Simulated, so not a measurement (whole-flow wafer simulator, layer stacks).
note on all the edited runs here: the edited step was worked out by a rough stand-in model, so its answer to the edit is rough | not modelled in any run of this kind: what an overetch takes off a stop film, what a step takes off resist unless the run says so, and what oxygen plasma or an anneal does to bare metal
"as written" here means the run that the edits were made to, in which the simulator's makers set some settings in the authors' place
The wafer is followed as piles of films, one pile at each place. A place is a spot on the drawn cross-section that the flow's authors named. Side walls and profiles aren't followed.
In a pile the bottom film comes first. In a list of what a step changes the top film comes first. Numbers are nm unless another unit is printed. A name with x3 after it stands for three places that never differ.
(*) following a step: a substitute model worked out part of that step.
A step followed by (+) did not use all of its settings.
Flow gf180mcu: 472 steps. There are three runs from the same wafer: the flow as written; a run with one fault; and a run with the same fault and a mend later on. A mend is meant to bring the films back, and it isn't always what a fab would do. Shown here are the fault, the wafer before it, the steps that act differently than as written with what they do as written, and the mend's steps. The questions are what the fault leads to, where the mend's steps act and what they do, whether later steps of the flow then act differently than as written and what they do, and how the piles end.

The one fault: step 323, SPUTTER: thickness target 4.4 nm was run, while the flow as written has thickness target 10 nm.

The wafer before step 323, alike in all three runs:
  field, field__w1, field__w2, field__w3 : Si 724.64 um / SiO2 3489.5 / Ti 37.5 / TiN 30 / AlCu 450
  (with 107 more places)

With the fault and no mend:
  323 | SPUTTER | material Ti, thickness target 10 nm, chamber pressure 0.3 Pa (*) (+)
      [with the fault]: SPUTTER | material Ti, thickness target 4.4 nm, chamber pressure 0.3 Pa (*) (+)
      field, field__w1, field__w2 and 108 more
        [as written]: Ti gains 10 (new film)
        [with the fault]: Ti gains 4.4 (new film)
  Later steps of the flow acting differently than as written (5 more steps, not shown, differ only slightly: by at most 2% or 0.5 nm, whichever is larger):
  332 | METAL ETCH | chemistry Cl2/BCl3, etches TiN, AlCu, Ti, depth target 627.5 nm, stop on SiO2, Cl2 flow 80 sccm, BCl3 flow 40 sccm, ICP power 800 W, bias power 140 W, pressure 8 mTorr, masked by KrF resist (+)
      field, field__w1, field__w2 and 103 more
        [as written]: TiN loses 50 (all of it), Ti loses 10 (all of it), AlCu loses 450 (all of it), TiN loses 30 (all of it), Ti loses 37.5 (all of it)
        [with the fault]: TiN loses 50 (all of it), Ti loses 4.4 (all of it), AlCu loses 450 (all of it), TiN loses 30 (all of it), Ti loses 37.5 (all of it)
  At field__w8, contact, m1, m1__w1, m1_nw, the piles at the end differ from the flow's by more than 2% or 0.5 nm, whichever is larger.
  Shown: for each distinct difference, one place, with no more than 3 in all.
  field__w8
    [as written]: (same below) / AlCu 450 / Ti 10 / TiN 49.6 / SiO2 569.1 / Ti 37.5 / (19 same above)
    [with the fault]: (same below) / AlCu 450 / Ti 4.4 / TiN 49.6 / SiO2 574.7 / Ti 37.5 / (19 same above)
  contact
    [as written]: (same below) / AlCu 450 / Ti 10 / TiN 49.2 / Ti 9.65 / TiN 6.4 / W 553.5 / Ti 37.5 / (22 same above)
    [with the fault]: (same below) / AlCu 450 / Ti 4.4 / TiN 49.2 / Ti 9.62 / TiN 6.38 / W 559.2 / Ti 37.5 / (22 same above)

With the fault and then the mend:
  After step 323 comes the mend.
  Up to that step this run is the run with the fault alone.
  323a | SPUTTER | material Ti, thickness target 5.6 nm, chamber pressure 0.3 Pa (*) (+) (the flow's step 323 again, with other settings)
      field, field__w1, field__w2 and 108 more
        Ti gains 5.6
  Later steps of the flow that are run all act as written at every place that is followed.
  At every place that both follow, the piles at the end match the flow's.
